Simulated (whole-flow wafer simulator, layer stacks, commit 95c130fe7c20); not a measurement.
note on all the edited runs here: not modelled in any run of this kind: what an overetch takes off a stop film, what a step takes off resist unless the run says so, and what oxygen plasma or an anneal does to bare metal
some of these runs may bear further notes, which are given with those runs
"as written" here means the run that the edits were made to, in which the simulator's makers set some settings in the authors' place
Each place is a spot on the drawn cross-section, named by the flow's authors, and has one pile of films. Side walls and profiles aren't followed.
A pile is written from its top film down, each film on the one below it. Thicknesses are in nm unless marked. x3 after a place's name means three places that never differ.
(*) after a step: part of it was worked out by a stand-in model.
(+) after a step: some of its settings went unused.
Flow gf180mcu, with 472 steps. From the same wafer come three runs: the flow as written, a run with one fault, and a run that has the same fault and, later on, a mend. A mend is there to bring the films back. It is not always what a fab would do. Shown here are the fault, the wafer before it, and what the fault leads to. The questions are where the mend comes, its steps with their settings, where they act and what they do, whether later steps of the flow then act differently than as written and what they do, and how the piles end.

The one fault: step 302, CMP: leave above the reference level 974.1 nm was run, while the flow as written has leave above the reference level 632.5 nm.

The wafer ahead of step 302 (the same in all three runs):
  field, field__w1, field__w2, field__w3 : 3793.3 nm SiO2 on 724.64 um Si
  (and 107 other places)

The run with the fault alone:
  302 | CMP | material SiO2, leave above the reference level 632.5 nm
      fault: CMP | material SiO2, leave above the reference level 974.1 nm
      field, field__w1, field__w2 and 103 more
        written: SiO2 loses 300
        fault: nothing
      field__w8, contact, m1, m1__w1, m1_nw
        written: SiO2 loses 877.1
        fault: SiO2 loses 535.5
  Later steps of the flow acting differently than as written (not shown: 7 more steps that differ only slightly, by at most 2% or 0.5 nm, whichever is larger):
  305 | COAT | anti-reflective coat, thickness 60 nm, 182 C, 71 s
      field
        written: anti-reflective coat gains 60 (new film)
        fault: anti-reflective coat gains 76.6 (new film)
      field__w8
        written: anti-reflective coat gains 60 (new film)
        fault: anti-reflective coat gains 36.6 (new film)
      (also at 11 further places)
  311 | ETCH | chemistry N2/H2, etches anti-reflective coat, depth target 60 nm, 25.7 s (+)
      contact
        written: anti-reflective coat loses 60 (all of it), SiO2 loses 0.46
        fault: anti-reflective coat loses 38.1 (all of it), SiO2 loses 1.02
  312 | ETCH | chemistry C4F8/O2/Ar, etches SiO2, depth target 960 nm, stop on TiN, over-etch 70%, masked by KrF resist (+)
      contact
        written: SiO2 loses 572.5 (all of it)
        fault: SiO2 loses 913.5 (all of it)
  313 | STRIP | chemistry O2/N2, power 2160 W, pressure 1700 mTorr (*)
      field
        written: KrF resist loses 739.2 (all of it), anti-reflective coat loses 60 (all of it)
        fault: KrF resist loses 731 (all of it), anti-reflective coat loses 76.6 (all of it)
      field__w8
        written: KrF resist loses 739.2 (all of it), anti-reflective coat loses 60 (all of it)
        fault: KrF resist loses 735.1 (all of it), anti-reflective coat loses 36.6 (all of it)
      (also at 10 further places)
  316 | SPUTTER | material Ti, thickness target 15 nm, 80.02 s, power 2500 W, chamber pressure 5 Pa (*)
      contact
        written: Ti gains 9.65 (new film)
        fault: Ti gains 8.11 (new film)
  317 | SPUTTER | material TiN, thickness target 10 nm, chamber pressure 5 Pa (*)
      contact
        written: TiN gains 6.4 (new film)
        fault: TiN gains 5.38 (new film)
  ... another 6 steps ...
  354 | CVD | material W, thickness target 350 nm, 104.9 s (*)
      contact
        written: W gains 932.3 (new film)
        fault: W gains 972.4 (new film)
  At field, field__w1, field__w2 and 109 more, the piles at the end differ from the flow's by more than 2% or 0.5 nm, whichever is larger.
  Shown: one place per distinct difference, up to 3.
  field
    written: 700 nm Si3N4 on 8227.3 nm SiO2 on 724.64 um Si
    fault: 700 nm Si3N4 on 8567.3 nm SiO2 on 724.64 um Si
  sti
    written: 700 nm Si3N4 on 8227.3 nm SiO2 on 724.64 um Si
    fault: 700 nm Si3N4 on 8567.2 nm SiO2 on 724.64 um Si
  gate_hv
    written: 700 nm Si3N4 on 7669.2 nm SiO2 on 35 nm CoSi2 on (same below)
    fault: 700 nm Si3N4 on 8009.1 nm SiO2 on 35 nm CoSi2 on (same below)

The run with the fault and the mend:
  The mend stands after step 302.
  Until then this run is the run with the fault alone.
  302a | CMP | material SiO2, leave above the reference level 632.5 nm (the flow's step 302 again)
      field, field__w1, field__w2 and 103 more
        SiO2 loses 300
      field__w8, contact, m1, m1__w1, m1_nw
        SiO2 loses 341.6
  None of the later steps of the flow acts differently than as written at any place that is followed.
  By the end, the piles equal the flow's at every place that both follow.
